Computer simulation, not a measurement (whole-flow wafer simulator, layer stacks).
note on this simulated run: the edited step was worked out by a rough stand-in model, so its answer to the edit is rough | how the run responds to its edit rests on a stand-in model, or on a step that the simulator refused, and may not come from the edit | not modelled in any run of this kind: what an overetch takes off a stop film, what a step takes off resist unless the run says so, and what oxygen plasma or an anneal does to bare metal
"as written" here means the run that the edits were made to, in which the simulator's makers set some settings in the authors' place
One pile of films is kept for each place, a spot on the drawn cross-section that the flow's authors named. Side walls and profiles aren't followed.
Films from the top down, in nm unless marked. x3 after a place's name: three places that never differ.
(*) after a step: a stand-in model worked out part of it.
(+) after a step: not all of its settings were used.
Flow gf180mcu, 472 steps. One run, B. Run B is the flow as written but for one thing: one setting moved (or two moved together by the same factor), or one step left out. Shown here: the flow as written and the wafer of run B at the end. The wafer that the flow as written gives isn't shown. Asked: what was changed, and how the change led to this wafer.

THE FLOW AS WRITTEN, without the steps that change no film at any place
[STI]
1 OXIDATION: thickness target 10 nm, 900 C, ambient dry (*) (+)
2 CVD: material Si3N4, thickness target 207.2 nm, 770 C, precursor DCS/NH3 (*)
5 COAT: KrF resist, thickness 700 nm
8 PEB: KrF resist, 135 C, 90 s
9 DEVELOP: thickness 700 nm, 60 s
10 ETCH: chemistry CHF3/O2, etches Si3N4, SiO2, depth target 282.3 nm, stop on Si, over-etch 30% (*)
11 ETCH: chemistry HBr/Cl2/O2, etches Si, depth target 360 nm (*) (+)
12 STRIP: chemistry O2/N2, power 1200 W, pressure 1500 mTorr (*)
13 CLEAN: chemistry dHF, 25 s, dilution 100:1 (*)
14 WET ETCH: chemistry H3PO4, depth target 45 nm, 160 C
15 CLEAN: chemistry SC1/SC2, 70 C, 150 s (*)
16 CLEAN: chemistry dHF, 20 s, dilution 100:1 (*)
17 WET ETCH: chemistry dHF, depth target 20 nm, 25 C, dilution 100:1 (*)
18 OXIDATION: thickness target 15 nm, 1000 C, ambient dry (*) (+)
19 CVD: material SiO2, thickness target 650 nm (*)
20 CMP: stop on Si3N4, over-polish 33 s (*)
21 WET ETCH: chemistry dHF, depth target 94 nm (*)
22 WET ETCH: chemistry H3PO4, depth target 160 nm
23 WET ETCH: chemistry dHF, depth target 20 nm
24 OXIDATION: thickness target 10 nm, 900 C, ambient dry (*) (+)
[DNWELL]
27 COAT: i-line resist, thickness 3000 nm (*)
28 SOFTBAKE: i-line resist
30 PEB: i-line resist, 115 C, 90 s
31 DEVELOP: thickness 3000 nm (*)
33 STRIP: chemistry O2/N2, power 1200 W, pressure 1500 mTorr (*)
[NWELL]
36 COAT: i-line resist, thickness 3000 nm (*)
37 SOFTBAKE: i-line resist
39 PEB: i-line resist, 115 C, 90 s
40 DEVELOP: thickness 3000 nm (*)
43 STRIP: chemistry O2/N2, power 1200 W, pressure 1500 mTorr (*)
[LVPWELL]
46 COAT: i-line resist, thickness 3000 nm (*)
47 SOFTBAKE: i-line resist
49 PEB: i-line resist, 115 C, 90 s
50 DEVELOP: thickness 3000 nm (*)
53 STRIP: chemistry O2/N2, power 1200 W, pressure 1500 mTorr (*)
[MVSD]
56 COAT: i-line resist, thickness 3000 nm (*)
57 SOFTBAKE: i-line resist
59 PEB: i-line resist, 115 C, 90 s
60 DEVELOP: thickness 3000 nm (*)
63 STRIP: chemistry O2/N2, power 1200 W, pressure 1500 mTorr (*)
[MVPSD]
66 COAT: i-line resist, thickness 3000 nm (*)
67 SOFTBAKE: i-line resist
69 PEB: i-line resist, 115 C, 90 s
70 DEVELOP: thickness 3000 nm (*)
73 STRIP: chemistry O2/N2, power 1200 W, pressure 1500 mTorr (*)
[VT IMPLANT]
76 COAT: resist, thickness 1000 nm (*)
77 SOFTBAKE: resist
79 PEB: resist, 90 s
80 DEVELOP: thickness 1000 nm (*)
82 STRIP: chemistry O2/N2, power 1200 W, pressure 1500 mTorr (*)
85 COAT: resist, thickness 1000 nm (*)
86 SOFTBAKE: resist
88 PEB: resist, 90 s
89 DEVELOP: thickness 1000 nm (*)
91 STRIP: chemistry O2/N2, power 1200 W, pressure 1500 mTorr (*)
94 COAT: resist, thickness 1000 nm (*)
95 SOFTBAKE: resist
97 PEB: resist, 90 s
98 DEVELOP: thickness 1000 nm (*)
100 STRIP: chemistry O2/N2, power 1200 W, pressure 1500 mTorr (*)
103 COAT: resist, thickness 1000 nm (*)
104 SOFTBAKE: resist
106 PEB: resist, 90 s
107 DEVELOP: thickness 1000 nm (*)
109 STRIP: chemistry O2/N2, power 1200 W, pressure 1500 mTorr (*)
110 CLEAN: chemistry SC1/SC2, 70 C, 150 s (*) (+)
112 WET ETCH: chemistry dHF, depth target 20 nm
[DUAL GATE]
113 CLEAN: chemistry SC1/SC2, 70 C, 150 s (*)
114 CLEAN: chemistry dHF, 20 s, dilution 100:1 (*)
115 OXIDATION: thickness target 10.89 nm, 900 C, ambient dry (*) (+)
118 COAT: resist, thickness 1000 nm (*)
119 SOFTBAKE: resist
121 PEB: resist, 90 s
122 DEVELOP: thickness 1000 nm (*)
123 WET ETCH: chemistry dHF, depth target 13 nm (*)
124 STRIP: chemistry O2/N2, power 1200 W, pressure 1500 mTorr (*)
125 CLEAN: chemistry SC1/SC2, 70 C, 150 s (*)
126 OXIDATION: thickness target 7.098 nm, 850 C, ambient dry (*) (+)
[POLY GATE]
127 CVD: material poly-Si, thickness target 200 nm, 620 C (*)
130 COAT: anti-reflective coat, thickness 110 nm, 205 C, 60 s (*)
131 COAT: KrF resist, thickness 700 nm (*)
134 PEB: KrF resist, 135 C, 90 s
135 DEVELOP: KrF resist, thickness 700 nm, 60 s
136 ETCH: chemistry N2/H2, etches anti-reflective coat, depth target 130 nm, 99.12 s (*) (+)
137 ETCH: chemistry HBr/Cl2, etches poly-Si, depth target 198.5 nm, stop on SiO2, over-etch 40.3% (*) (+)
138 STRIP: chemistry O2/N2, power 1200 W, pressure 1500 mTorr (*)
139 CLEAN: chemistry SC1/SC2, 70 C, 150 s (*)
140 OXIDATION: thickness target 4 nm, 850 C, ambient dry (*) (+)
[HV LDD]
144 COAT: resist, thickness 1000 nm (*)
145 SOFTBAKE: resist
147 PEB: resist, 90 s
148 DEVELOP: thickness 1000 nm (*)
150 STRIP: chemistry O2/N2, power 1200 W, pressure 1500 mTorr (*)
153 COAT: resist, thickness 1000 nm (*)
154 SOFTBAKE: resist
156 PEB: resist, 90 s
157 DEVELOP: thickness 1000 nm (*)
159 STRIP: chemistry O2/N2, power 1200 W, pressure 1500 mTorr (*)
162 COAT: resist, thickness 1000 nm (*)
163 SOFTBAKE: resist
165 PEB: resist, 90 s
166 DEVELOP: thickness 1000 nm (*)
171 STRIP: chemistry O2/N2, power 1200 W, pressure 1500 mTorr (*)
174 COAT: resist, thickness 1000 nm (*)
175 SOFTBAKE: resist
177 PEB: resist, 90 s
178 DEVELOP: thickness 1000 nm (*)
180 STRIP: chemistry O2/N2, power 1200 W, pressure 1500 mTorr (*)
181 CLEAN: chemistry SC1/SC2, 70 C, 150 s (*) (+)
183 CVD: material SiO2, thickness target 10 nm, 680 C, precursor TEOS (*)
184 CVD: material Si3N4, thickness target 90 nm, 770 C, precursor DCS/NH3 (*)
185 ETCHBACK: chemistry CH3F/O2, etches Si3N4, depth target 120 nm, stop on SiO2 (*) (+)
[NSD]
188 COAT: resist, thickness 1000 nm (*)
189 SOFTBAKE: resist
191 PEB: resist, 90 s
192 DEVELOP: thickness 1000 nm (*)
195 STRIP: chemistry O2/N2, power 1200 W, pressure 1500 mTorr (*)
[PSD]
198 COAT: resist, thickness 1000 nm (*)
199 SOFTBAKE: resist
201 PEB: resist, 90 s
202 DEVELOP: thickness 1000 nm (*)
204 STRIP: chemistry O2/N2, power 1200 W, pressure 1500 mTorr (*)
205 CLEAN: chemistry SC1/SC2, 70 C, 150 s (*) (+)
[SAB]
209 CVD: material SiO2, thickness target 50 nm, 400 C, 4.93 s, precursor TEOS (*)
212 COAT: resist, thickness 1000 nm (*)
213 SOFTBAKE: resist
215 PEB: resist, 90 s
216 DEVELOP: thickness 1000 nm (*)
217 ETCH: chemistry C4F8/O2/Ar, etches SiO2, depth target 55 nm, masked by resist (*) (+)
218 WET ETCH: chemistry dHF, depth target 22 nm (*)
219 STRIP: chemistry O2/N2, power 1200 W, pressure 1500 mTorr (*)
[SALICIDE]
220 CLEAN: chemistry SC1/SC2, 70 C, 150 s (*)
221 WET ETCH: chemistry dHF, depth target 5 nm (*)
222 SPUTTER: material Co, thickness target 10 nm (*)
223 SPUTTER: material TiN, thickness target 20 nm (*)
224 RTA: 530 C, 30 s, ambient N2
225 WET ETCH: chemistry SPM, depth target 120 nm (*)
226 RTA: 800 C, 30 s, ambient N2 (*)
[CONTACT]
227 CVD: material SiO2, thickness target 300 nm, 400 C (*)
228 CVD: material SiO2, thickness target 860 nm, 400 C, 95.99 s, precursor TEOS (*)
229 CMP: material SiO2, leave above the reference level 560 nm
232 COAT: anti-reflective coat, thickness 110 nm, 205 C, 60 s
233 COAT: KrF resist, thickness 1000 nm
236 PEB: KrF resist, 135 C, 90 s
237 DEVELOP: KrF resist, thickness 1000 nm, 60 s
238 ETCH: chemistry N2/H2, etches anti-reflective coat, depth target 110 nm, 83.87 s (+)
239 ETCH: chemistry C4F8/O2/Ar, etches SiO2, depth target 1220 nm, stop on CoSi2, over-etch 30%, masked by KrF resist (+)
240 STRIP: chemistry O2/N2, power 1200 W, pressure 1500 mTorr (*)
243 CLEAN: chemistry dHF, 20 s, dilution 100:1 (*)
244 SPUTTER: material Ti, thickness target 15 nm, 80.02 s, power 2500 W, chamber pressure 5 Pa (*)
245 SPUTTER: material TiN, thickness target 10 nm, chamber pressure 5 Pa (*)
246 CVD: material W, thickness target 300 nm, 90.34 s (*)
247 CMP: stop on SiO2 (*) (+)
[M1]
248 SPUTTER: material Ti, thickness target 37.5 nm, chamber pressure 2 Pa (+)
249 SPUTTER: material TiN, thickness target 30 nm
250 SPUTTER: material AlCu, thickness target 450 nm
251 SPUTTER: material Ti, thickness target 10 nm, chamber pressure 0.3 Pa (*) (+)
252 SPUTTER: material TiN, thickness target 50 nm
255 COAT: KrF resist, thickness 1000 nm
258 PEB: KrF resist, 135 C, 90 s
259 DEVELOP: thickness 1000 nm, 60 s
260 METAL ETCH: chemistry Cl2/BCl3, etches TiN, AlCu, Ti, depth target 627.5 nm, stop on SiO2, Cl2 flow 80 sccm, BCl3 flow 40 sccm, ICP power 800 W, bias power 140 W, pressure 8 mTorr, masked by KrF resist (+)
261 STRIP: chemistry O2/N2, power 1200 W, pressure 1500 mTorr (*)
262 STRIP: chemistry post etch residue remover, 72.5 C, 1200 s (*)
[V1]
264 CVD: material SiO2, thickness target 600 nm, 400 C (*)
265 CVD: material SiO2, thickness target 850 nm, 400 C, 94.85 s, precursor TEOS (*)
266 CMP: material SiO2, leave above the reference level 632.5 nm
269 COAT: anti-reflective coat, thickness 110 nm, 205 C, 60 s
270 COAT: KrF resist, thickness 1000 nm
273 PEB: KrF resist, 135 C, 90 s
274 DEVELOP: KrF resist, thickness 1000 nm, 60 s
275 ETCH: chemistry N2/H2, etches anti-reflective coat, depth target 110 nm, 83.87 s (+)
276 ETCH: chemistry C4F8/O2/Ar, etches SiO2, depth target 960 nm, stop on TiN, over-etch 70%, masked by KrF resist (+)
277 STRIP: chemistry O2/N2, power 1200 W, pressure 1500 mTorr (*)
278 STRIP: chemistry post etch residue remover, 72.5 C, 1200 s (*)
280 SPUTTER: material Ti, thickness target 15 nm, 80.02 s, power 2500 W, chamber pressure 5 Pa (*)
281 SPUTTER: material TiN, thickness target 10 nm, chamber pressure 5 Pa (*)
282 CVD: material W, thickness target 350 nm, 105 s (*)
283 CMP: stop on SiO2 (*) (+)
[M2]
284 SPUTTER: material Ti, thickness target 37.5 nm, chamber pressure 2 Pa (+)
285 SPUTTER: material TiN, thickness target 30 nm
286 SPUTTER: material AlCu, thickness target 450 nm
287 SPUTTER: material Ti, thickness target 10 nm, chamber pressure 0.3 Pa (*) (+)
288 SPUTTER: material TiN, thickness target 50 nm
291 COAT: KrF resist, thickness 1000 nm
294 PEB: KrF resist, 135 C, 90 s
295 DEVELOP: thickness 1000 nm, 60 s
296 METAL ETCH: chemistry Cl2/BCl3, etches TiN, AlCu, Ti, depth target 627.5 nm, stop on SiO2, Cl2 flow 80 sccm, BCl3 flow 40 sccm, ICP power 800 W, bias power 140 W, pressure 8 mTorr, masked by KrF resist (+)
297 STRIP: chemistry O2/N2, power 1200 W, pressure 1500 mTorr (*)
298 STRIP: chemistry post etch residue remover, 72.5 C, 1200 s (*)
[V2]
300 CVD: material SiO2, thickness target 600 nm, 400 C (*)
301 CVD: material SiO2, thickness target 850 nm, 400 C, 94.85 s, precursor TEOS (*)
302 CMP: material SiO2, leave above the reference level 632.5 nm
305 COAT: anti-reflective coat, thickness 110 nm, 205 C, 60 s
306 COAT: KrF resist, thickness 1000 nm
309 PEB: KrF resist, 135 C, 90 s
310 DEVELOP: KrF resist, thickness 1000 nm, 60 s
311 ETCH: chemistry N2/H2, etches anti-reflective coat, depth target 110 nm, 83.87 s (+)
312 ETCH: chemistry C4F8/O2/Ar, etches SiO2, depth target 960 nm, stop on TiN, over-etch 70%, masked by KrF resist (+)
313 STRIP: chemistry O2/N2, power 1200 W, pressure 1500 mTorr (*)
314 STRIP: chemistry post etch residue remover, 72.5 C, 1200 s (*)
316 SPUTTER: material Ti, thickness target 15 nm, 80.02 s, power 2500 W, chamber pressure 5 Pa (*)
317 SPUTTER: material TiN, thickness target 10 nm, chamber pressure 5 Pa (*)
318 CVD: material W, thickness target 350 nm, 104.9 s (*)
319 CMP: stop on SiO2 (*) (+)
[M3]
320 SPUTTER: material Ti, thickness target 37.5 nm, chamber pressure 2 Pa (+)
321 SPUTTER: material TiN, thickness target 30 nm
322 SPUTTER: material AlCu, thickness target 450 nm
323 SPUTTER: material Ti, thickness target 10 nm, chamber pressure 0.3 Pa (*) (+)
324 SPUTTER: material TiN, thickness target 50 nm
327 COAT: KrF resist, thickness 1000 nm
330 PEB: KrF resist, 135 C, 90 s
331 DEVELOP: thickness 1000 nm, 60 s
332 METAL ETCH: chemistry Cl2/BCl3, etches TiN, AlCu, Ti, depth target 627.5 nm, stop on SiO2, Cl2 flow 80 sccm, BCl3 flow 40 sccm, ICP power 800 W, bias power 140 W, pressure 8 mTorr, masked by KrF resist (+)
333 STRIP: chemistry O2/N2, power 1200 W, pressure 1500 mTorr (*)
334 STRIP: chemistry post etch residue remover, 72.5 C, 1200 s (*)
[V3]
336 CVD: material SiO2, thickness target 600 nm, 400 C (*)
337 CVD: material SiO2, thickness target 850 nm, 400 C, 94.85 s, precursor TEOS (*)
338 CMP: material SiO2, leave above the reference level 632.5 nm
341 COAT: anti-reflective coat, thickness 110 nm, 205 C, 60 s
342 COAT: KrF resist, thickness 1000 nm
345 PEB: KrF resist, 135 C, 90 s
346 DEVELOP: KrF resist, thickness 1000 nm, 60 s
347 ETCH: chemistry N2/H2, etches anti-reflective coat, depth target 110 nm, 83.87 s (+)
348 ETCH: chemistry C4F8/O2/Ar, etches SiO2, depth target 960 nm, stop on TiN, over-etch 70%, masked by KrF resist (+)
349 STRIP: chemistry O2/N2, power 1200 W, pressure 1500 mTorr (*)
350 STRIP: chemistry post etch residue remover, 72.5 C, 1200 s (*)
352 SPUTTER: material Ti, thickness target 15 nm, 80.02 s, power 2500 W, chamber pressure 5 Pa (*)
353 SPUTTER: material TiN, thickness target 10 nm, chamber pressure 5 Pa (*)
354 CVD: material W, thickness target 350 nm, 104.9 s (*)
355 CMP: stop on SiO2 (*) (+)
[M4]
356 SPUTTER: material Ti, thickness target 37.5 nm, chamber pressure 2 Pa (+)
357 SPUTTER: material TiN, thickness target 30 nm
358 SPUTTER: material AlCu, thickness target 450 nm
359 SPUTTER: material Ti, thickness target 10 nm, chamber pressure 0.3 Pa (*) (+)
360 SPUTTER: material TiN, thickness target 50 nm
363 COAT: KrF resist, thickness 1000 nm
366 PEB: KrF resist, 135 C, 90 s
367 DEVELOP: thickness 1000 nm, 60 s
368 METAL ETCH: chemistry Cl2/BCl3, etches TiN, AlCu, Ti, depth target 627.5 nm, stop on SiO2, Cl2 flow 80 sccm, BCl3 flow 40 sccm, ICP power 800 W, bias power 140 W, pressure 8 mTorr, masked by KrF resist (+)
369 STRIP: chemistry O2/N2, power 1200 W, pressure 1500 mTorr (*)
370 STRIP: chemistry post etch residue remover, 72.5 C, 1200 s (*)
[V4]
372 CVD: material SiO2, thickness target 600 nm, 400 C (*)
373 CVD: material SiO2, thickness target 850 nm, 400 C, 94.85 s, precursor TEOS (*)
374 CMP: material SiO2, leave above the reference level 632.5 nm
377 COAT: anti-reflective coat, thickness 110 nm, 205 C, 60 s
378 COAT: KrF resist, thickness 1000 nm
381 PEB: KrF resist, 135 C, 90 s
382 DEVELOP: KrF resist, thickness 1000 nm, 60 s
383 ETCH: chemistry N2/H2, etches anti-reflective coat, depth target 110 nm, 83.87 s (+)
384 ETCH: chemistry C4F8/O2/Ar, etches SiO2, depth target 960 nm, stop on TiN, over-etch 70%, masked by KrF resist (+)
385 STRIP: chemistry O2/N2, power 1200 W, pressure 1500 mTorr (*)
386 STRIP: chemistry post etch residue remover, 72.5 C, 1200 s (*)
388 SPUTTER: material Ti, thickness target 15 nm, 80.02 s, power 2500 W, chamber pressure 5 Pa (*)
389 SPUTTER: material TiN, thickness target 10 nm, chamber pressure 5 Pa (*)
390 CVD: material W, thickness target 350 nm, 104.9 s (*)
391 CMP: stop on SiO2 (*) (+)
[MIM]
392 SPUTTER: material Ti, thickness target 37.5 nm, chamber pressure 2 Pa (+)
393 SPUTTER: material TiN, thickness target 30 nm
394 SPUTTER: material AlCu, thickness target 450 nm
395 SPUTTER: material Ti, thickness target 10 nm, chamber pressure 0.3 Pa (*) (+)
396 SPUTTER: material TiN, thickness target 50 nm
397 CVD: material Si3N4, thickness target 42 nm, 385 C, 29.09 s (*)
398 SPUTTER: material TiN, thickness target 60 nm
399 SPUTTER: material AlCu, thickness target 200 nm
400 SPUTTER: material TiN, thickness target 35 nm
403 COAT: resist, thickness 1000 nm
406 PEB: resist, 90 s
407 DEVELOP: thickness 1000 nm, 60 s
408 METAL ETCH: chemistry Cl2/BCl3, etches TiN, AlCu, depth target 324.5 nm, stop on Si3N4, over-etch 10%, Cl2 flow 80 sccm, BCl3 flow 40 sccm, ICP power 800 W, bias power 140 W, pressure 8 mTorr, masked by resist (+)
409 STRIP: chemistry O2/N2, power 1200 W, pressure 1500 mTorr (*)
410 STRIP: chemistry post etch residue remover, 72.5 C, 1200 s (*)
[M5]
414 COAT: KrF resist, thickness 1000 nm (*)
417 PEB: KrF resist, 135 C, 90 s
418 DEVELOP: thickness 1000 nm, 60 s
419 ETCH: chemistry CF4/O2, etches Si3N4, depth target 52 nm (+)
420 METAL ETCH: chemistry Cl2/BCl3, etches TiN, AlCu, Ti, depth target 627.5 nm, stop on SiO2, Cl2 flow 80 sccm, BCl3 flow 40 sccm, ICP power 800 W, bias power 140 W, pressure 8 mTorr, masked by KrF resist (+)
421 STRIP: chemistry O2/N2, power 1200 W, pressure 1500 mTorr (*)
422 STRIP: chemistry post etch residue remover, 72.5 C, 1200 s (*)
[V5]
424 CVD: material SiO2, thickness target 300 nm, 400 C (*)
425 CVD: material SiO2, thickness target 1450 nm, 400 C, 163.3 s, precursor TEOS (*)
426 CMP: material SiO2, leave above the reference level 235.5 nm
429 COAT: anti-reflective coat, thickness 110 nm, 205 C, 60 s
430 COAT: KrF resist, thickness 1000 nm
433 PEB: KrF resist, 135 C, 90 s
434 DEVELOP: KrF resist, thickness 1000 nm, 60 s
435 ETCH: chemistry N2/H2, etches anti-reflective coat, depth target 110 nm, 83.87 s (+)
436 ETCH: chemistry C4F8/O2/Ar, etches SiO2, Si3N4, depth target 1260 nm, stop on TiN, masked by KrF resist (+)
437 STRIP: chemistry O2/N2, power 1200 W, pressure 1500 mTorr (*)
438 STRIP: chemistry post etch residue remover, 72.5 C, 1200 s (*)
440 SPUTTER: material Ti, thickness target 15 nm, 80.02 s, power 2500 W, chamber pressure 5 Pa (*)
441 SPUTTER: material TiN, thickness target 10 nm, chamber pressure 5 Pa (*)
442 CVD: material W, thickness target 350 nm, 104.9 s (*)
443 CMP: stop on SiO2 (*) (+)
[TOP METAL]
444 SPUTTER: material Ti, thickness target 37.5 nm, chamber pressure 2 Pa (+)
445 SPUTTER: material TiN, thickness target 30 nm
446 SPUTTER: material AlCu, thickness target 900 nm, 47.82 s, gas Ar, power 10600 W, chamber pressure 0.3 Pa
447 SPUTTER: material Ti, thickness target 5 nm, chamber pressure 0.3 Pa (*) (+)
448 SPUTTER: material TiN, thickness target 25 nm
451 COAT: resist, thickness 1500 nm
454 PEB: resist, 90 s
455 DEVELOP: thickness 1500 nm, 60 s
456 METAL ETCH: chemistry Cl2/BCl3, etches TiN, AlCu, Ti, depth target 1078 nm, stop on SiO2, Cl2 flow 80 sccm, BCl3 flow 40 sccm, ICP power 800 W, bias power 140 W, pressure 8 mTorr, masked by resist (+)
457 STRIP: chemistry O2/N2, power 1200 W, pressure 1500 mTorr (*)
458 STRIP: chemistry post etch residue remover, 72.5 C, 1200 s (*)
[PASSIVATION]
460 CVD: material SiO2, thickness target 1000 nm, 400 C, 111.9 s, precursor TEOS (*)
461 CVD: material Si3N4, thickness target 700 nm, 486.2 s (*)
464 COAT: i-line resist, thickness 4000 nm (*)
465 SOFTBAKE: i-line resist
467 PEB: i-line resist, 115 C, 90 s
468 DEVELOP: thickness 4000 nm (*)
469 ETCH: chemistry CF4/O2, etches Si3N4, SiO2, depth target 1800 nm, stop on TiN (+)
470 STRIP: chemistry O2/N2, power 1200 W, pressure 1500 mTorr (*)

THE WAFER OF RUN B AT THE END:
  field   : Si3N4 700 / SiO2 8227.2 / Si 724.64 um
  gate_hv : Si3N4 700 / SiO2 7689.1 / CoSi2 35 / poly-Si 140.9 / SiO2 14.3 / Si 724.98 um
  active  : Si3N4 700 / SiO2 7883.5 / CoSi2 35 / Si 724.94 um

The cause: step 127, CVD: thickness target 180 nm was run, where the flow has thickness target 200 nm.

How the change led to this, step by step:
  127 CVD: material poly-Si, thickness target 200 nm, 620 C (*)
      field, field__w1, field__w2 and 89 more: poly-Si +180 (new film) (as written it would be: poly-Si +200 (new film))
  137 ETCH: chemistry HBr/Cl2, etches poly-Si, depth target 198.5 nm, stop on SiO2, over-etch 40.3% (*) (+)
      gate, gate_hv, gate_p and 25 more: KrF resist -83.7 (as written it would be: KrF resist -92.8)
      field, field__w3, field__w12 and 10 more: poly-Si -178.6 (all of it), SiO2 -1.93 (as written it would be: poly-Si -198.6 (all of it), SiO2 -0.4)
      (and at 51 more places)
  145 SOFTBAKE: resist
      active_nat: resist +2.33 (as written it would be: resist +1.52)
  147 PEB: resist, 90 s
      polyc_n_rim: resist -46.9 (as written it would be: resist -45.9)
  154 SOFTBAKE: resist
      active_nat: resist +2.33 (as written it would be: resist +1.52)
  156 PEB: resist, 90 s
      polyc_n_rim: resist -46.9 (as written it would be: resist -45.9)
  163 SOFTBAKE: resist
      active_nat: resist +2.33 (as written it would be: resist +1.52)
  165 PEB: resist, 90 s
      polyc_n_rim: resist -46.9 (as written it would be: resist -45.9)
  175 SOFTBAKE: resist
      active_nat: resist +2.33 (as written it would be: resist +1.52)
  177 PEB: resist, 90 s
      polyc_n_rim: resist -46.9 (as written it would be: resist -45.9)
  189 SOFTBAKE: resist
      active_hv: resist +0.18 (as written it would be: resist +0.78)
  191 PEB: resist, 90 s
      polyc_n_rim, polyc_p_rim: resist -46.9 (as written it would be: resist -45.9)
  199 SOFTBAKE: resist
      active_hv: resist +0.18 (as written it would be: resist +0.78)
  201 PEB: resist, 90 s
      polyc_n_rim, polyc_p_rim: resist -46.9 (as written it would be: resist -45.9)
  215 PEB: resist, 90 s
      polyc_n_rim, polyc_p_rim: resist -46.9 (as written it would be: resist -45.9)
  218 WET ETCH: chemistry dHF, depth target 22 nm (*)
      ldn_tap, ldn_src, ldn_drn, ldp_tap, ldp_src, ldp_drn, ldp_gr: SiO2 -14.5 (all of it) (as written it would be: SiO2 -16 (all of it))
      iso_ptap_pw, iso_ntap_nw, iso_ptap_sub, vpnp_e: SiO2 -7.61 (all of it) (as written it would be: SiO2 -9.01 (all of it))
      (and at 12 more places)
  ... 6 more steps ...
  246 CVD: material W, thickness target 300 nm, 90.34 s (*)
      polyc_n, polyc_p: W +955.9 (new film) (as written it would be: W +936 (new film))
